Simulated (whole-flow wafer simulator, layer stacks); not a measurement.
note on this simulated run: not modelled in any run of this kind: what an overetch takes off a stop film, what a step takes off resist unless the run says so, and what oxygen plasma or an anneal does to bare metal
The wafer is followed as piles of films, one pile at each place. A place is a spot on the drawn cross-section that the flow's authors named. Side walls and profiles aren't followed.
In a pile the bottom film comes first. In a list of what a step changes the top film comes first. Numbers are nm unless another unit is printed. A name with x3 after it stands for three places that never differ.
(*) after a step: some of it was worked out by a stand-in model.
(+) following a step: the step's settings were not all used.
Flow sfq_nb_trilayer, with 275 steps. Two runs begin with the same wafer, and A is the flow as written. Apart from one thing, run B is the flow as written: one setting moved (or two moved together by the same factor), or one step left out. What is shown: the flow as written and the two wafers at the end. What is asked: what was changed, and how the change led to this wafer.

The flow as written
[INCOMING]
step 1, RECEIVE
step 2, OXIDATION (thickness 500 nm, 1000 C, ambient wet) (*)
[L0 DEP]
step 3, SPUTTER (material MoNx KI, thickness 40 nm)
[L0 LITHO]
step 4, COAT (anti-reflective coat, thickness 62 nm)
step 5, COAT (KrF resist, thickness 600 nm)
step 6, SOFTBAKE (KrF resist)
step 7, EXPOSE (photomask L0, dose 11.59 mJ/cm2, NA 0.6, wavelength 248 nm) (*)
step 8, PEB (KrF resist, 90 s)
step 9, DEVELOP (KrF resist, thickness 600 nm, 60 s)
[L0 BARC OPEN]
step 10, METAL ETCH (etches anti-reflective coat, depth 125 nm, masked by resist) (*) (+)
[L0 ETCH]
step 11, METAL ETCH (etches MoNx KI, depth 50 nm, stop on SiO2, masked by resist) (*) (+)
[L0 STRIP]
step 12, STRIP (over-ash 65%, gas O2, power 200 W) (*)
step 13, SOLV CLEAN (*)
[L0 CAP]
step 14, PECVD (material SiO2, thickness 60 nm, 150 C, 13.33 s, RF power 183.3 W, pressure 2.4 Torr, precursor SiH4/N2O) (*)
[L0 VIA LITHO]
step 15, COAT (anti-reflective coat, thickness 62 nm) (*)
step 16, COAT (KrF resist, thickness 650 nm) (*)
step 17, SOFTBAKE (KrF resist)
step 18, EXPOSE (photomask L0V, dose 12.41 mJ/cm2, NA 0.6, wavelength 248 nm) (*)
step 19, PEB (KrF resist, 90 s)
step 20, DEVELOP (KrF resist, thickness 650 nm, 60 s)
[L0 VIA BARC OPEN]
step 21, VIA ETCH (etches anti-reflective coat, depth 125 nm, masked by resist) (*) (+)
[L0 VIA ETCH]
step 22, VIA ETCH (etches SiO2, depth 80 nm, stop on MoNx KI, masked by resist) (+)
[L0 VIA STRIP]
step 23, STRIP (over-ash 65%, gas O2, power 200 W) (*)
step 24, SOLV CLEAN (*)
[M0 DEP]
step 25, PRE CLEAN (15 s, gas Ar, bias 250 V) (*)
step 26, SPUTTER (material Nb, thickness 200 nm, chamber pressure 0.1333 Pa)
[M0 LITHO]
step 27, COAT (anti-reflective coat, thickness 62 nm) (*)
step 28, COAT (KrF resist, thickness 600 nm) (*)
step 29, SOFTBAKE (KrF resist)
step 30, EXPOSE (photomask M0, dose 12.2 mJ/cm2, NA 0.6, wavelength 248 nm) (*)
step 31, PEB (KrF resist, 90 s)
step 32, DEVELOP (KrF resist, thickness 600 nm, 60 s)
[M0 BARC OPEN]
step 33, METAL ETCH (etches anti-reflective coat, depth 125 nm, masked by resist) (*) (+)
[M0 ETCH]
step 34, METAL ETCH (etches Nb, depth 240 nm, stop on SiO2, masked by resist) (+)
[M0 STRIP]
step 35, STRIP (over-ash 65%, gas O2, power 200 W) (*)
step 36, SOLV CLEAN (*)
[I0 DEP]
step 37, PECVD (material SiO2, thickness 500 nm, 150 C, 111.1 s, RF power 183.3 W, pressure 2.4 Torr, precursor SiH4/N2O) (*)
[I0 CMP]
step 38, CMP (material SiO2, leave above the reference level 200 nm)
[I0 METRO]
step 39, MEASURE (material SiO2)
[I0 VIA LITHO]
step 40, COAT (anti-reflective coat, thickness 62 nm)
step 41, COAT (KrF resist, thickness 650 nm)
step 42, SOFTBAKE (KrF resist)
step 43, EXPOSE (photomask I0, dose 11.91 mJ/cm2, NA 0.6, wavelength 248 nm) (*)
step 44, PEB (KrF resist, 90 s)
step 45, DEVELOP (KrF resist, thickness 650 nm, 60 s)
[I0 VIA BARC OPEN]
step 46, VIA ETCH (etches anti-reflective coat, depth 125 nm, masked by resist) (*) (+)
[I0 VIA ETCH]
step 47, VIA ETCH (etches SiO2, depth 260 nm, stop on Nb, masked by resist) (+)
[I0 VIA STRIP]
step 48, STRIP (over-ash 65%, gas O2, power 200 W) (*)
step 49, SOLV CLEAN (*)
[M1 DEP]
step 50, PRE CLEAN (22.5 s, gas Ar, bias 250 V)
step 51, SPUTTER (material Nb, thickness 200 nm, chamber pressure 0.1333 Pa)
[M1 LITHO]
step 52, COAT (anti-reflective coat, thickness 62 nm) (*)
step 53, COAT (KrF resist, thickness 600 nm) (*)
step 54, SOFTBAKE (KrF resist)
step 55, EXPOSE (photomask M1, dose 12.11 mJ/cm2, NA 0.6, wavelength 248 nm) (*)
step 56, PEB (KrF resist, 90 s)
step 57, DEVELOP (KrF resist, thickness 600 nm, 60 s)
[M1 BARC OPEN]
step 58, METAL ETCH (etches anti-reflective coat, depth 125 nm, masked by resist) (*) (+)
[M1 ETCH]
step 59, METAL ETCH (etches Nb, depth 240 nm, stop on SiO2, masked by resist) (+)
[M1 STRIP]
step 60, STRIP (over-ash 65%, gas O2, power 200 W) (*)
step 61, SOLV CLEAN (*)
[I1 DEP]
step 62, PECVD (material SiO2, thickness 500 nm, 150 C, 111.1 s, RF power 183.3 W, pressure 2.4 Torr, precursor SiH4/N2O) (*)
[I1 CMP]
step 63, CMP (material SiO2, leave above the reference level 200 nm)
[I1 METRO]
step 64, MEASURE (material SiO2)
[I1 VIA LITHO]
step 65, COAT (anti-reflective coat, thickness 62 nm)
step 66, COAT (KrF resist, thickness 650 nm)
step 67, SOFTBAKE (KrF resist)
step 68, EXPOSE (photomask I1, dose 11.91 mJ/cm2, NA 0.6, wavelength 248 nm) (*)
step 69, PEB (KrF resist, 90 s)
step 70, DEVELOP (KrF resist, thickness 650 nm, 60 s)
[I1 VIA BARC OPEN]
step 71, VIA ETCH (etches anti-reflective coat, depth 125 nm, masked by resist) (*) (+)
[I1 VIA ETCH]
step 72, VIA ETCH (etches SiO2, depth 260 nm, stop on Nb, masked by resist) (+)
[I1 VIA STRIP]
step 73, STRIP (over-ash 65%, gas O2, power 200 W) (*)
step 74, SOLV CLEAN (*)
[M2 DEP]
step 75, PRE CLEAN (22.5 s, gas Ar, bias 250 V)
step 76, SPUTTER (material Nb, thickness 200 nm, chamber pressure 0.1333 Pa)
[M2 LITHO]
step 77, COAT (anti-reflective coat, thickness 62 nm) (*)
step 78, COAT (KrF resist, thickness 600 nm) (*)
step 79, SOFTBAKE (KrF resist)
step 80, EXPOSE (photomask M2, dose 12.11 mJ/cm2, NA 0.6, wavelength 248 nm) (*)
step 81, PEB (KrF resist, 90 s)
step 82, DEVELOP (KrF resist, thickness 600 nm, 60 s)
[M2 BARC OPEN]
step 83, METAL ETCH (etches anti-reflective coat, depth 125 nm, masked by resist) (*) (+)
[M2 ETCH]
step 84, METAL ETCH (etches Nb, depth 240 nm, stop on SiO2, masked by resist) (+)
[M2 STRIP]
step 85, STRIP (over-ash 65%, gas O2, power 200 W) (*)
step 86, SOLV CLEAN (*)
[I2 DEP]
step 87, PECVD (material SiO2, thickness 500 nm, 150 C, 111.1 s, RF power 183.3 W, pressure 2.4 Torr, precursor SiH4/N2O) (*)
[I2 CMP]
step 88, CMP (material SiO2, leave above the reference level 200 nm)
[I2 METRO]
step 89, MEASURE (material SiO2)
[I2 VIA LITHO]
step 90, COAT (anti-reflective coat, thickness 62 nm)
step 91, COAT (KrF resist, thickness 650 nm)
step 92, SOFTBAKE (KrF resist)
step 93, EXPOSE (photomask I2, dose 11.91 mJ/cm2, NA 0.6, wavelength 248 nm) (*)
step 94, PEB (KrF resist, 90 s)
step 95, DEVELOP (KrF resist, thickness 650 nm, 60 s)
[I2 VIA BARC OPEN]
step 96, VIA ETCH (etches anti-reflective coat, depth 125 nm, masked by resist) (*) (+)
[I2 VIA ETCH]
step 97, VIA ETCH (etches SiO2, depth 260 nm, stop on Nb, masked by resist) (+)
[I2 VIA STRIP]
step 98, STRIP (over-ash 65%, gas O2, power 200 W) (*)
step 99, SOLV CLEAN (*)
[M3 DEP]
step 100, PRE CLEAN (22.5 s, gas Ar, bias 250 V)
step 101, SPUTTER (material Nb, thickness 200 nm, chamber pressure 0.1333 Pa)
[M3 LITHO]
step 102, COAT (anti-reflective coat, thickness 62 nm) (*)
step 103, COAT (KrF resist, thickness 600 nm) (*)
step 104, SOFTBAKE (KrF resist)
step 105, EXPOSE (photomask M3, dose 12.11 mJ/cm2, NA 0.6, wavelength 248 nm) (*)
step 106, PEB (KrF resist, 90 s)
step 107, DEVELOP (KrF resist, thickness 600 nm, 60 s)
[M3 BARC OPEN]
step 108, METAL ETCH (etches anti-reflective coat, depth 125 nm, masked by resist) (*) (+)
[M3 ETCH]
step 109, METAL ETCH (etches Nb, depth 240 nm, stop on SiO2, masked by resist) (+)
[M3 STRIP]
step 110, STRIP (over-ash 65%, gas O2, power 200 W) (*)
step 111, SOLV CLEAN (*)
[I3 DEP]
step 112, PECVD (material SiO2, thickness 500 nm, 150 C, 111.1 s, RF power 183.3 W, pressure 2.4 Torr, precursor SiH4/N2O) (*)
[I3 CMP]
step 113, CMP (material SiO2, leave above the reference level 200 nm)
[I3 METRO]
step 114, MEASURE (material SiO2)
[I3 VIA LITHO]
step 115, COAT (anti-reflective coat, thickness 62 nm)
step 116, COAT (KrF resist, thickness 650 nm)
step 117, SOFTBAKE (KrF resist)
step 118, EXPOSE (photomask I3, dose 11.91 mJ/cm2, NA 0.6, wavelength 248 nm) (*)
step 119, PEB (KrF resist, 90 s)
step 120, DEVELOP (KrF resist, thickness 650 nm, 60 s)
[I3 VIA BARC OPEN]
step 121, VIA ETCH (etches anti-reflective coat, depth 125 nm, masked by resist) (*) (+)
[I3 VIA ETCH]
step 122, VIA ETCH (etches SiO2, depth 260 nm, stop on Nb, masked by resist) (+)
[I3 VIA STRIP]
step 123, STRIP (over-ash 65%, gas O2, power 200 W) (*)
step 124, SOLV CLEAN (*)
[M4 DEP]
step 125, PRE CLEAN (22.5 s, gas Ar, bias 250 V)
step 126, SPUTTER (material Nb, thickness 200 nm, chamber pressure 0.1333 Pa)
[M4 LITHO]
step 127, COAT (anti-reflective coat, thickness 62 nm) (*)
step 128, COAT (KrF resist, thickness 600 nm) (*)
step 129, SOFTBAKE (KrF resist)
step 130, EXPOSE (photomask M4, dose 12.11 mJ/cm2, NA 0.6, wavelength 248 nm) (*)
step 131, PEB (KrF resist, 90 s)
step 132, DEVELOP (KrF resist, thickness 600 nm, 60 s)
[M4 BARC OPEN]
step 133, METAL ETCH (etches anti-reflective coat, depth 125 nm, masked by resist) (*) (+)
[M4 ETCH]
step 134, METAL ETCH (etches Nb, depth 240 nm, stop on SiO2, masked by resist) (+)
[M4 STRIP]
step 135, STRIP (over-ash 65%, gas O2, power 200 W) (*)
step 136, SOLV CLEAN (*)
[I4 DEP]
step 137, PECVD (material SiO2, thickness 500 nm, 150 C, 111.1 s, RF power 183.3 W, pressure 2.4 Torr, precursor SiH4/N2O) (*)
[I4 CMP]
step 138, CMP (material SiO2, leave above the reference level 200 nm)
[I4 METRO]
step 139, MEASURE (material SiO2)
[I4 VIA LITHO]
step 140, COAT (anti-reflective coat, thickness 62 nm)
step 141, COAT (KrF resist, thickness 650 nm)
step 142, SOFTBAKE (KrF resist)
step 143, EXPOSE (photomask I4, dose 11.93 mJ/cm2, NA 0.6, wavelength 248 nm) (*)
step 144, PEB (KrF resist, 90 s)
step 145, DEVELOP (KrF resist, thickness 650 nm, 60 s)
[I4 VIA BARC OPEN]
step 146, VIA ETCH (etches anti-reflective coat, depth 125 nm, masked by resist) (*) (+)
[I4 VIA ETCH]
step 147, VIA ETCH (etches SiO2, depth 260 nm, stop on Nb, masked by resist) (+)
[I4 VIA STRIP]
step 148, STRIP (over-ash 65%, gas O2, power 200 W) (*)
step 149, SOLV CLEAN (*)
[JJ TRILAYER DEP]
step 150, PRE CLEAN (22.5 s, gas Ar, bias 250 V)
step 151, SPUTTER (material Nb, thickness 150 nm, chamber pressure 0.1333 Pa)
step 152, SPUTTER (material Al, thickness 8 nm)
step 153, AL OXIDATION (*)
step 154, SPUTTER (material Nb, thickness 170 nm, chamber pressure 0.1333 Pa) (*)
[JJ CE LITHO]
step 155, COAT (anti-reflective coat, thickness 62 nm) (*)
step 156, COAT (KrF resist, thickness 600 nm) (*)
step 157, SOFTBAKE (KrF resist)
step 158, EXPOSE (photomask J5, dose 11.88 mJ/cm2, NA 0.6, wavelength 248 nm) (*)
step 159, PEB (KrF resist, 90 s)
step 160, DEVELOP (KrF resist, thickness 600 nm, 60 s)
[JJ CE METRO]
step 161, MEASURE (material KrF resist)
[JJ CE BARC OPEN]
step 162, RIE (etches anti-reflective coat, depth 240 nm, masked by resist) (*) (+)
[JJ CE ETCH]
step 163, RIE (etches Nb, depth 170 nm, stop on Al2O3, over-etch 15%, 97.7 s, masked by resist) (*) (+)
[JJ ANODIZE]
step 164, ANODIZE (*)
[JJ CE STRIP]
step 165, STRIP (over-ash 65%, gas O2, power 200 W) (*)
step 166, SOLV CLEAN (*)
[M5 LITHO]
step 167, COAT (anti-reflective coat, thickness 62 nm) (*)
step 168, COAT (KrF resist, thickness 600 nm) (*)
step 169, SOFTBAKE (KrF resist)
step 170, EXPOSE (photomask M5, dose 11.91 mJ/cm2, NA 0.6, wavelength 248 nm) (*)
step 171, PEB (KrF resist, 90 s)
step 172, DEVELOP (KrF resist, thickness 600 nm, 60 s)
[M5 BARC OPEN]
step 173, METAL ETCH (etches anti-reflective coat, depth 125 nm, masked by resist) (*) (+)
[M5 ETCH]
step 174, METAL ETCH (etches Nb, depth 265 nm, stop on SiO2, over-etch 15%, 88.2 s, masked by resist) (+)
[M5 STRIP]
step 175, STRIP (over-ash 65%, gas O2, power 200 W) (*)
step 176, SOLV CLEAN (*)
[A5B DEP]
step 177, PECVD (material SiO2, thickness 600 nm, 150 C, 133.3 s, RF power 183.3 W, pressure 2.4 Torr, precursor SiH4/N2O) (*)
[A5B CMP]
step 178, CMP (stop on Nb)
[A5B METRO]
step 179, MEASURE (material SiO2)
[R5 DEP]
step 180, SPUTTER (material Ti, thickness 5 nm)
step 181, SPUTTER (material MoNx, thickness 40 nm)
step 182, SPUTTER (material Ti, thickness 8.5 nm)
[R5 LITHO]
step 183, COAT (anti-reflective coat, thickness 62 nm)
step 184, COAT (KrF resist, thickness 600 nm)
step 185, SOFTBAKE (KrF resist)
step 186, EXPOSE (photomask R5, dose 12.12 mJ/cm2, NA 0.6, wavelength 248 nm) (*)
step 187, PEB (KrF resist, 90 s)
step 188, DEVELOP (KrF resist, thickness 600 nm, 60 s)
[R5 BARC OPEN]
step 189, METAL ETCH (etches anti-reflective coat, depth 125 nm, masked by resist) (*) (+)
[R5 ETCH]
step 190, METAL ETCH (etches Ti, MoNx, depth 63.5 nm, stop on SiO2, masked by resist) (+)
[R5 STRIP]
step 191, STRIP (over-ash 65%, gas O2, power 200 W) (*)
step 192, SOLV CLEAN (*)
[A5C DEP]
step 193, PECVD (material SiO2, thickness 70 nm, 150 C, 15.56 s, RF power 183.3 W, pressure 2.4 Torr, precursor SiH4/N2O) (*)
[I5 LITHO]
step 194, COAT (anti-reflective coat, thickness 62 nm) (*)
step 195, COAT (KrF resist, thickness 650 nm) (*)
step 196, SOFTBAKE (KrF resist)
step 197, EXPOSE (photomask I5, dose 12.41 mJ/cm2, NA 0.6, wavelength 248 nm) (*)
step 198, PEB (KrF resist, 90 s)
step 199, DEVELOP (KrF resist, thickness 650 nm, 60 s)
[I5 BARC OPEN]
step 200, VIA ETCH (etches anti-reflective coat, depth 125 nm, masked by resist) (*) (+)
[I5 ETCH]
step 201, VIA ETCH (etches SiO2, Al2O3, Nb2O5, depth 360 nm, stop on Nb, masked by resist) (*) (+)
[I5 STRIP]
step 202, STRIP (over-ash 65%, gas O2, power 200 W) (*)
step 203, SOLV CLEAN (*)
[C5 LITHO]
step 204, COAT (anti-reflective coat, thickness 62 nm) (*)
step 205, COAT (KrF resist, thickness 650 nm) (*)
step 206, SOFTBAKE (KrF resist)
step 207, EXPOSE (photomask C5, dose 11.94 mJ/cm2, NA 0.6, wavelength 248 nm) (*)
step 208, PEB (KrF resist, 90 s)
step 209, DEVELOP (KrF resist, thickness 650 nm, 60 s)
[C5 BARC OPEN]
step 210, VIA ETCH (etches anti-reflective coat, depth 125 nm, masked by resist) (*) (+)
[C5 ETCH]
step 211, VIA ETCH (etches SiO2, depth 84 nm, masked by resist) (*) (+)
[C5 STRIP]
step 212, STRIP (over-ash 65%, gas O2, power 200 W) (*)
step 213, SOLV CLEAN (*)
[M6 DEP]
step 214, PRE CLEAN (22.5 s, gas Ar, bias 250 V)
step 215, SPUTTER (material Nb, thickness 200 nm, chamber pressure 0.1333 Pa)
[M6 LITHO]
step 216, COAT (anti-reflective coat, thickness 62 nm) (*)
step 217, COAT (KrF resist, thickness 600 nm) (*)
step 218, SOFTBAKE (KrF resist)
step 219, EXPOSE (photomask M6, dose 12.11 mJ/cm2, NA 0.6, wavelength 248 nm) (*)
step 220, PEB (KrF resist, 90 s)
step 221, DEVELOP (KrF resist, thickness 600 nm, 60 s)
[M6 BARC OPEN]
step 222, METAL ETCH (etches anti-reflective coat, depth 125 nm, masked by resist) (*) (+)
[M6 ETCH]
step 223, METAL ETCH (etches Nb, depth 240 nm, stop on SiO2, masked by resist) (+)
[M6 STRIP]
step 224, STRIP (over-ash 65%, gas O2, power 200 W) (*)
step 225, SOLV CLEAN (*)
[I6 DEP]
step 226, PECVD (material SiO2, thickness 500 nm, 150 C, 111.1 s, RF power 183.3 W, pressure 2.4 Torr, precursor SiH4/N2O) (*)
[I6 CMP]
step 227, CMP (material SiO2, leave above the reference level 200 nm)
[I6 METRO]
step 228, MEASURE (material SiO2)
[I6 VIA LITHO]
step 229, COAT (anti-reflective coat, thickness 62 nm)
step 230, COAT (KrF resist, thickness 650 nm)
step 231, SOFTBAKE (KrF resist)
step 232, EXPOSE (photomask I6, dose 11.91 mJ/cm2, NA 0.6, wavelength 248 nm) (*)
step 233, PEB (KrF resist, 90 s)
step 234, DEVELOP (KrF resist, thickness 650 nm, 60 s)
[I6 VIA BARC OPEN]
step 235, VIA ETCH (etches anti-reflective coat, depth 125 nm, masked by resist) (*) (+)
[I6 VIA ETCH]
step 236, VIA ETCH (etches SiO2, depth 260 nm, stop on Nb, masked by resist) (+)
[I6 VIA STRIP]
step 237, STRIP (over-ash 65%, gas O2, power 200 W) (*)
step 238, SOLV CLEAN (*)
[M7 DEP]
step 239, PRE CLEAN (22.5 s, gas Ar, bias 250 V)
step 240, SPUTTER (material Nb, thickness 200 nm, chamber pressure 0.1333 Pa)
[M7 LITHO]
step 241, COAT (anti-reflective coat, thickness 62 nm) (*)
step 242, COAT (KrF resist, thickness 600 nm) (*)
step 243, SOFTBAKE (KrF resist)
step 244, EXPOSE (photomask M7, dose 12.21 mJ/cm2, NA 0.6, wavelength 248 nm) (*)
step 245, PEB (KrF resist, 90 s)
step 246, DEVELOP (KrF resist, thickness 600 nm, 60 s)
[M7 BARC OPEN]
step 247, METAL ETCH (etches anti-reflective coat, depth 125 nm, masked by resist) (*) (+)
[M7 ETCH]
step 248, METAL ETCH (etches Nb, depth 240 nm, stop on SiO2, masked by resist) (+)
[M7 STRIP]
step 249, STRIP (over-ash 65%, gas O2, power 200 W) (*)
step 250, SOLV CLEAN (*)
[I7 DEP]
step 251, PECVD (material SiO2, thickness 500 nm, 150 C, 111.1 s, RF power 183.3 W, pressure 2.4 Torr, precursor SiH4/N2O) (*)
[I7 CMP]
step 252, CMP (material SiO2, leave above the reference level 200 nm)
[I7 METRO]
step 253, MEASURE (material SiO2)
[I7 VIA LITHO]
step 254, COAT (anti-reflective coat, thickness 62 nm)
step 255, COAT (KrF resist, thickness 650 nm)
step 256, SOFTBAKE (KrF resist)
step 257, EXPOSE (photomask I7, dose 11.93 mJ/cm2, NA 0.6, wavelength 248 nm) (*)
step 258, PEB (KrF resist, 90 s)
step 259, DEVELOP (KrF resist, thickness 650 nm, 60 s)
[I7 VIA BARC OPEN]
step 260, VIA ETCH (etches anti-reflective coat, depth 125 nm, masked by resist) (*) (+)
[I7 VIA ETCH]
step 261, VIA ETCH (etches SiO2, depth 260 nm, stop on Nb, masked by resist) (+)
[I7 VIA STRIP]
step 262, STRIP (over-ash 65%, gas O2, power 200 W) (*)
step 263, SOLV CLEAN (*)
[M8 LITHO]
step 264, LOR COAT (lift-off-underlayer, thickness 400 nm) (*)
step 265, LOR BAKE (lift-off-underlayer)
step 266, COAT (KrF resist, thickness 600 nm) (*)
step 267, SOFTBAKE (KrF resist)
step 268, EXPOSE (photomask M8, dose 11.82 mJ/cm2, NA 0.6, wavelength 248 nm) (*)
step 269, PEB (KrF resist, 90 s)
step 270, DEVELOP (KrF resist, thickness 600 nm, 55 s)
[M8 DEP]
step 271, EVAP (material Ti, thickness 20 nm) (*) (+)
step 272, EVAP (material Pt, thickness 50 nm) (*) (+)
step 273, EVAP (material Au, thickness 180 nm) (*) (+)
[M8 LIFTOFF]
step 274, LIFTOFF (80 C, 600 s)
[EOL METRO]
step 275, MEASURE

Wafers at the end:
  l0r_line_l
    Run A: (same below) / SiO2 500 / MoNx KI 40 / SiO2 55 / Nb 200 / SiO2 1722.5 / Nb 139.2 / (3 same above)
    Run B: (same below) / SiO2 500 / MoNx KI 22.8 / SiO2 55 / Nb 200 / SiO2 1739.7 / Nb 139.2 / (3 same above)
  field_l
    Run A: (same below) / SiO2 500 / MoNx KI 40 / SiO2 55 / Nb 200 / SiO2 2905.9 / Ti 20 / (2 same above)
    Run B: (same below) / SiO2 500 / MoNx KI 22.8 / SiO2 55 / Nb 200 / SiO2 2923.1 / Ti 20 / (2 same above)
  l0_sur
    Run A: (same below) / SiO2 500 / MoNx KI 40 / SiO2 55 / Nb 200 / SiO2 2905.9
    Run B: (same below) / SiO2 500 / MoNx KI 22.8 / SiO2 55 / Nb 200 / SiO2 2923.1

The reason: step 3, SPUTTER: thickness 22.8 nm was run, though the flow has thickness 40 nm.
One can read it off the wafer: l0r_line_l has MoNx KI 22.8, and step 3 as written asks for 40 nm.

Step by step, how the change led to this:
  step 3, SPUTTER (material MoNx KI, thickness 40 nm)
      field_l, v_sur, via_wl and 103 more: A MoNx KI gains 40 (new film) | B MoNx KI gains 22.8 (new film)
  step 11, METAL ETCH (etches MoNx KI, depth 50 nm, stop on SiO2, masked by resist) (*) (+)
      v_sur, via_wl, via_w and 97 more: A MoNx KI loses 40 (all of it) | B MoNx KI loses 22.8 (all of it)
      field_l, l0_sur, l0v, l0r_line_l, l0r_line_c, l0r_line_r: A KrF resist loses 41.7 | B KrF resist loses 28.5
  step 12, STRIP (over-ash 65%, gas O2, power 200 W) (*)
      field_l, l0_sur, l0v, l0r_line_l, l0r_line_c, l0r_line_r: A KrF resist loses 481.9 (all of it), anti-reflective coat loses 62 (all of it) | B KrF resist loses 495.1 (all of it), anti-reflective coat loses 62 (all of it)
  step 15, COAT (anti-reflective coat, thickness 62 nm) (*)
      field_l: A anti-reflective coat gains 56.7 (new film) | B anti-reflective coat gains 58.7 (new film)
      v_sur: A anti-reflective coat gains 72.2 (new film) | B anti-reflective coat gains 67.8 (new film)
      (as well as at 3 more places)
  step 23, STRIP (over-ash 65%, gas O2, power 200 W) (*)
      field_l: A KrF resist loses 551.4 (all of it), anti-reflective coat loses 56.7 (all of it) | B KrF resist loses 555.1 (all of it), anti-reflective coat loses 58.7 (all of it)
      v_sur: A KrF resist loses 570.5 (all of it), anti-reflective coat loses 72.2 (all of it) | B KrF resist loses 565.7 (all of it), anti-reflective coat loses 67.8 (all of it)
      (as well as at 3 more places)
  step 27, COAT (anti-reflective coat, thickness 62 nm) (*)
      field_l: A anti-reflective coat gains 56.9 (new film) | B anti-reflective coat gains 58.9 (new film)
      v_sur: A anti-reflective coat gains 72.3 (new film) | B anti-reflective coat gains 67.9 (new film)
      (as well as at 3 more places)
  step 35, STRIP (over-ash 65%, gas O2, power 200 W) (*)
      field_l: A KrF resist loses 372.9 (all of it), anti-reflective coat loses 56.9 (all of it) | B KrF resist loses 377 (all of it), anti-reflective coat loses 58.9 (all of it)
      v_sur: A KrF resist loses 391.6 (all of it), anti-reflective coat loses 72.3 (all of it) | B KrF resist loses 387.5 (all of it), anti-reflective coat loses 67.9 (all of it)
      (as well as at 3 more places)
  step 38, CMP (material SiO2, leave above the reference level 200 nm)
      field_l, l0_sur, l0r_line_l, l0r_line_c, l0r_line_r: A SiO2 loses 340 | B SiO2 loses 322.8
      l0v: A SiO2 loses 277.8 | B SiO2 loses 260.6
